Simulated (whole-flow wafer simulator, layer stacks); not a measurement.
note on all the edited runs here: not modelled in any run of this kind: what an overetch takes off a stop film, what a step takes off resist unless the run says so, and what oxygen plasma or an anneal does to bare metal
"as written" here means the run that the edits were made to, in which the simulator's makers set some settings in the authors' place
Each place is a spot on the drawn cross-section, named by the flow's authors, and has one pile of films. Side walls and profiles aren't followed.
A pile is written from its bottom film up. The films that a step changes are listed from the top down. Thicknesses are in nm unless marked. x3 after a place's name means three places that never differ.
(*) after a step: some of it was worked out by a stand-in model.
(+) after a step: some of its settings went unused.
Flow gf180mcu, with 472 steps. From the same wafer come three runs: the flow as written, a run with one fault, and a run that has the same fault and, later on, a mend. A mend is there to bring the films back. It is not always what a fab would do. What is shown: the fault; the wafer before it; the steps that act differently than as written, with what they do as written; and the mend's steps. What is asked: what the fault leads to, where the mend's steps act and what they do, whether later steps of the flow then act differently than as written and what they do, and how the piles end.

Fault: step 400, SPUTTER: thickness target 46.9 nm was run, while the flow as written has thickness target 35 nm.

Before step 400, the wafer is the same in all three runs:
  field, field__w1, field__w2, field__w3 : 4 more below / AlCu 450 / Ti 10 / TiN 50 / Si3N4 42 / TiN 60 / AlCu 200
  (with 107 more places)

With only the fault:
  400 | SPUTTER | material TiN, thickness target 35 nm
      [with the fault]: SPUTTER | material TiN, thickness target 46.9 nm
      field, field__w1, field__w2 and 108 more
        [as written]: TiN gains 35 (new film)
        [with the fault]: TiN gains 46.9 (new film)
  Steps further on in the flow that do not act as written (8 other steps are not shown; they differ only slightly, by no more than 2% or 0.5 nm, whichever is larger):
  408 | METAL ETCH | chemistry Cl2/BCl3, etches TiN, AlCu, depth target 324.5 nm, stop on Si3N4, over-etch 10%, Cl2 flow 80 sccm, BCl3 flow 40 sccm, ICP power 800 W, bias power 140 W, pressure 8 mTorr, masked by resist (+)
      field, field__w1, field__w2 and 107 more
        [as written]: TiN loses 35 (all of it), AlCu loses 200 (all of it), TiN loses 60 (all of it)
        [with the fault]: TiN loses 46.9 (all of it), AlCu loses 200 (all of it), TiN loses 60 (all of it)
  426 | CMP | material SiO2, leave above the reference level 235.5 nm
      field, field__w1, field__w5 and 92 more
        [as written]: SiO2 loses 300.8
        [with the fault]: SiO2 loses 288.9
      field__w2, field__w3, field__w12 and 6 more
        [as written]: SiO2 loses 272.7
        [with the fault]: SiO2 loses 260.8
  By the end, the piles at mim depart from the flow's by more than 2% or 0.5 nm, whichever is larger.
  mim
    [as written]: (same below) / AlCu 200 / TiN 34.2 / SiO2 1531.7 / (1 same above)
    [with the fault]: (same below) / AlCu 200 / TiN 46.1 / SiO2 1531.7 / (1 same above)

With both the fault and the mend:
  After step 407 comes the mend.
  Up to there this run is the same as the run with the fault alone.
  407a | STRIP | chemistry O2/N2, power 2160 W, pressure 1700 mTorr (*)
      mim
        resist loses 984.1 (all of it)
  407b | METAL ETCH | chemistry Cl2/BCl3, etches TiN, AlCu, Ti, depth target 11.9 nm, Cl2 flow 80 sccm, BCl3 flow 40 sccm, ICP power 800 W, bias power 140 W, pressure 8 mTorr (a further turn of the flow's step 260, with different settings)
      field, field__w1, field__w2 and 108 more
        TiN loses 11.9
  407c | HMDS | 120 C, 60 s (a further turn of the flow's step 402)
      leaves every film unchanged at each place that is followed
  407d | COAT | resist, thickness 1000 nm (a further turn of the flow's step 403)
      field, field__w1, field__w2 and 108 more
        resist gains 1000 (new film)
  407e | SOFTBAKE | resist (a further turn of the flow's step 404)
      leaves every film unchanged at each place that is followed
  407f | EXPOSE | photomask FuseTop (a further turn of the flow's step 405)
      leaves every film unchanged at each place that is followed
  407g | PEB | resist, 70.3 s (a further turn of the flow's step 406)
      field, field__w1, field__w2 and 108 more
        resist loses 15.9
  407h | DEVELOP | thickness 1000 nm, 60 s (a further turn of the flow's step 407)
      field, field__w1, field__w2 and 107 more
        resist loses 984.1 (all of it)
  None of the later steps of the flow acts differently than as written at any place that is followed.
  By the end, the piles equal the flow's at every place that both follow.
